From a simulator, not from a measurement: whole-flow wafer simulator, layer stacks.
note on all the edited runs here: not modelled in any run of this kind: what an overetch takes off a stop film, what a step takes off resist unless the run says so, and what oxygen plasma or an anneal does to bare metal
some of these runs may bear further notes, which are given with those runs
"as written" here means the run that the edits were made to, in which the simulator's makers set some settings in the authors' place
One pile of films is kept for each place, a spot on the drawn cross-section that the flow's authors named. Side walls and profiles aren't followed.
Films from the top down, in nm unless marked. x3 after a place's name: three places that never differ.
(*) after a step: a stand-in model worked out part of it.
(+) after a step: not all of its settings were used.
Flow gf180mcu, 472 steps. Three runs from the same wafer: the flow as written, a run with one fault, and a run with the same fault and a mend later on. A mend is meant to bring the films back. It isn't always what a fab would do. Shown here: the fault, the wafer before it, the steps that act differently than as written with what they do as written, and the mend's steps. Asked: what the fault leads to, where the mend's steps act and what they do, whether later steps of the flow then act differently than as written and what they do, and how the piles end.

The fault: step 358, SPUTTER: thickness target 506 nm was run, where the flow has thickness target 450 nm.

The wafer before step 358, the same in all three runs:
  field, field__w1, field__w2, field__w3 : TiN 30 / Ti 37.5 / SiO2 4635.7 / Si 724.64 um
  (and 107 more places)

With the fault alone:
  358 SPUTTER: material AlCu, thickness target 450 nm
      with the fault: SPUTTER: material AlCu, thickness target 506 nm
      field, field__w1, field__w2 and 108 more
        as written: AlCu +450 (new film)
        with the fault: AlCu +506 (new film)
  Later steps of the flow that act differently than as written:
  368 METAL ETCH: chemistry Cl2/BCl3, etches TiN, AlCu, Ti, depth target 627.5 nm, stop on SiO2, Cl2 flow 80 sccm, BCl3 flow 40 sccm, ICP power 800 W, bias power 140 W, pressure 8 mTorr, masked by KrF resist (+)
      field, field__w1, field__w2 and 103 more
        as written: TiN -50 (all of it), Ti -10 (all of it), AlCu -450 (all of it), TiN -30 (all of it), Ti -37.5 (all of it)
        with the fault: TiN -50 (all of it), Ti -10 (all of it), AlCu -506 (all of it), TiN -30 (all of it), Ti -31.5
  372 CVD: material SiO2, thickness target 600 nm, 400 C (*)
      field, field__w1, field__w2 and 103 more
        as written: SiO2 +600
        with the fault: SiO2 +600 (new film)
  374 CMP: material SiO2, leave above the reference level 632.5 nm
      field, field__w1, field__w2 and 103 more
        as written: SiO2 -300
        with the fault: SiO2 -250
  At the end the piles differ from the flow's by more than 2% or 0.5 nm, whichever is larger, at field, field__w1, field__w2 and 109 more.
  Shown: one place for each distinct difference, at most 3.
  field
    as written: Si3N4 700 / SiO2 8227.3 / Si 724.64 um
    with the fault: Si3N4 700 / SiO2 3641.6 / Ti 6 / SiO2 4635.7 / Si 724.64 um
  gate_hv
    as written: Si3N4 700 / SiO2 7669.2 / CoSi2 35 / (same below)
    with the fault: Si3N4 700 / SiO2 3641.6 / Ti 6 / SiO2 4077.6 / CoSi2 35 / (same below)
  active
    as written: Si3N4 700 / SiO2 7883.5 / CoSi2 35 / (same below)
    with the fault: Si3N4 700 / SiO2 3641.6 / Ti 6 / SiO2 4291.9 / CoSi2 35 / (same below)

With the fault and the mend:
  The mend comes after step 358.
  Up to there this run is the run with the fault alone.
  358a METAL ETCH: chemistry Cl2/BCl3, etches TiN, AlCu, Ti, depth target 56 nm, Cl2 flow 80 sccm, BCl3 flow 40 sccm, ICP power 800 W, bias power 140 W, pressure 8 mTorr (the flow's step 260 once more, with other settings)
      field, field__w1, field__w2 and 108 more
        AlCu -56
  No later step of the flow acts differently than as written at any place that is followed.
  At the end the piles are the same as the flow's at every place that both follow.
